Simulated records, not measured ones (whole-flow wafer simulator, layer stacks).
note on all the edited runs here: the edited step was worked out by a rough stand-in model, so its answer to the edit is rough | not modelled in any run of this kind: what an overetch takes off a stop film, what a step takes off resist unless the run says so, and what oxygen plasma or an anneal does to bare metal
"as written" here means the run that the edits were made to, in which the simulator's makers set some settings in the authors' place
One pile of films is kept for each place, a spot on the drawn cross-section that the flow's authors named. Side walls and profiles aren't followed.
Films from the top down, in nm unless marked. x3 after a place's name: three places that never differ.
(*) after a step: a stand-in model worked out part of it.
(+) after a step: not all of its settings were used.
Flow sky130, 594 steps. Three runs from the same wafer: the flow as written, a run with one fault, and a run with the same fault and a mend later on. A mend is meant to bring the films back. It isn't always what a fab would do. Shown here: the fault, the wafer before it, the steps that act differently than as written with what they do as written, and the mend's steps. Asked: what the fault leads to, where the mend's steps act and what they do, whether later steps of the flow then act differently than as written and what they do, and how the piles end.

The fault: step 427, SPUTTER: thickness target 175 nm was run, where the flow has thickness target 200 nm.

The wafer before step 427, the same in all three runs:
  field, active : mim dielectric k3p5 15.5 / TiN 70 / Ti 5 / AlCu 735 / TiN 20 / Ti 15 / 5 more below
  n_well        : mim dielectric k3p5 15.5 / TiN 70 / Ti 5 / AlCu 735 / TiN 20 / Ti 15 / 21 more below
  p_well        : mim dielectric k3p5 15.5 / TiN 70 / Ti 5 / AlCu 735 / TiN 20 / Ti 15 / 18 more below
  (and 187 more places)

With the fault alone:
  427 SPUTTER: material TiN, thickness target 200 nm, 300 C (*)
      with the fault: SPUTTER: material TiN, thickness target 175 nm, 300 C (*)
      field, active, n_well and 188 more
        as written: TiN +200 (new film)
        with the fault: TiN +175 (new film)
  Later steps of the flow that act differently than as written (5 more steps differ only slightly, by at most 2% or 0.5 nm, whichever is larger, and aren't shown):
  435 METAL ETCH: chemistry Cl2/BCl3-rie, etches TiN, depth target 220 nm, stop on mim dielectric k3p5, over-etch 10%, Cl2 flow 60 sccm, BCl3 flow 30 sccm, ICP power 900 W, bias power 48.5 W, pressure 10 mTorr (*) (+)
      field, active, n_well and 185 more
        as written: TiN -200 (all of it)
        with the fault: TiN -175 (all of it)
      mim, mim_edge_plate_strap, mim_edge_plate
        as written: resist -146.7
        with the fault: resist -128.3
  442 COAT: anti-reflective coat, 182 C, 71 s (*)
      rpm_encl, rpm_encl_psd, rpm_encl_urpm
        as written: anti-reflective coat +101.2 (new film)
        with the fault: anti-reflective coat +103.8 (new film)
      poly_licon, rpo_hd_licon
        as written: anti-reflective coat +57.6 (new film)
        with the fault: anti-reflective coat +64.3 (new film)
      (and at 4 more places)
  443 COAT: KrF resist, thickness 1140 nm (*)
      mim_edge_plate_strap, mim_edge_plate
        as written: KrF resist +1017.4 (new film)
        with the fault: KrF resist +1042.4 (new film)
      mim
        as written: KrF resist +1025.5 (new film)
        with the fault: KrF resist +1048.5 (new film)
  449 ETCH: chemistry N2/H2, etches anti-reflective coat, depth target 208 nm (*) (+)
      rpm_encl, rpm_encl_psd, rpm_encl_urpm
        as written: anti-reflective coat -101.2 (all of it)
        with the fault: anti-reflective coat -103.8 (all of it)
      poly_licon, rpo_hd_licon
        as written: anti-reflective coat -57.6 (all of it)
        with the fault: anti-reflective coat -64.3 (all of it)
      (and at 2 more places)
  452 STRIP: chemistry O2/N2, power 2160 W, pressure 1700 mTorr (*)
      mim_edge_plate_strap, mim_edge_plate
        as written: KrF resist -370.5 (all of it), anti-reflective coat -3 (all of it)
        with the fault: KrF resist -395.5 (all of it), anti-reflective coat -3 (all of it)
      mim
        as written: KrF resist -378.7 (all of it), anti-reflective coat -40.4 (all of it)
        with the fault: KrF resist -401.6 (all of it), anti-reflective coat -34.8 (all of it)
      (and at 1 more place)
  At the end the piles differ from the flow's by more than 2% or 0.5 nm, whichever is larger, at mim, mim_edge_plate_strap, mim_edge_plate.
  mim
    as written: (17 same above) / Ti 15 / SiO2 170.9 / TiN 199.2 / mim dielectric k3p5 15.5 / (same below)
    with the fault: (17 same above) / Ti 15 / SiO2 195.9 / TiN 174.2 / mim dielectric k3p5 15.5 / (same below)
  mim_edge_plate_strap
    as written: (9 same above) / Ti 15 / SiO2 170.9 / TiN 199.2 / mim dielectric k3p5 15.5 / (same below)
    with the fault: (9 same above) / Ti 15 / SiO2 195.9 / TiN 174.2 / mim dielectric k3p5 15.5 / (same below)
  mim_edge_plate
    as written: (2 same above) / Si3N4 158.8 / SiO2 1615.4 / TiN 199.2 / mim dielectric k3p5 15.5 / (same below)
    with the fault: (2 same above) / Si3N4 158.8 / SiO2 1640.4 / TiN 174.2 / mim dielectric k3p5 15.5 / (same below)

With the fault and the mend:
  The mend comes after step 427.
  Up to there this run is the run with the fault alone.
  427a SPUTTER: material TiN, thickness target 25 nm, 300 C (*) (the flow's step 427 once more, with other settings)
      field, active, n_well and 188 more
        TiN +25
  No later step of the flow acts differently than as written at any place that is followed.
  At the end the piles are the same as the flow's at every place that both follow.
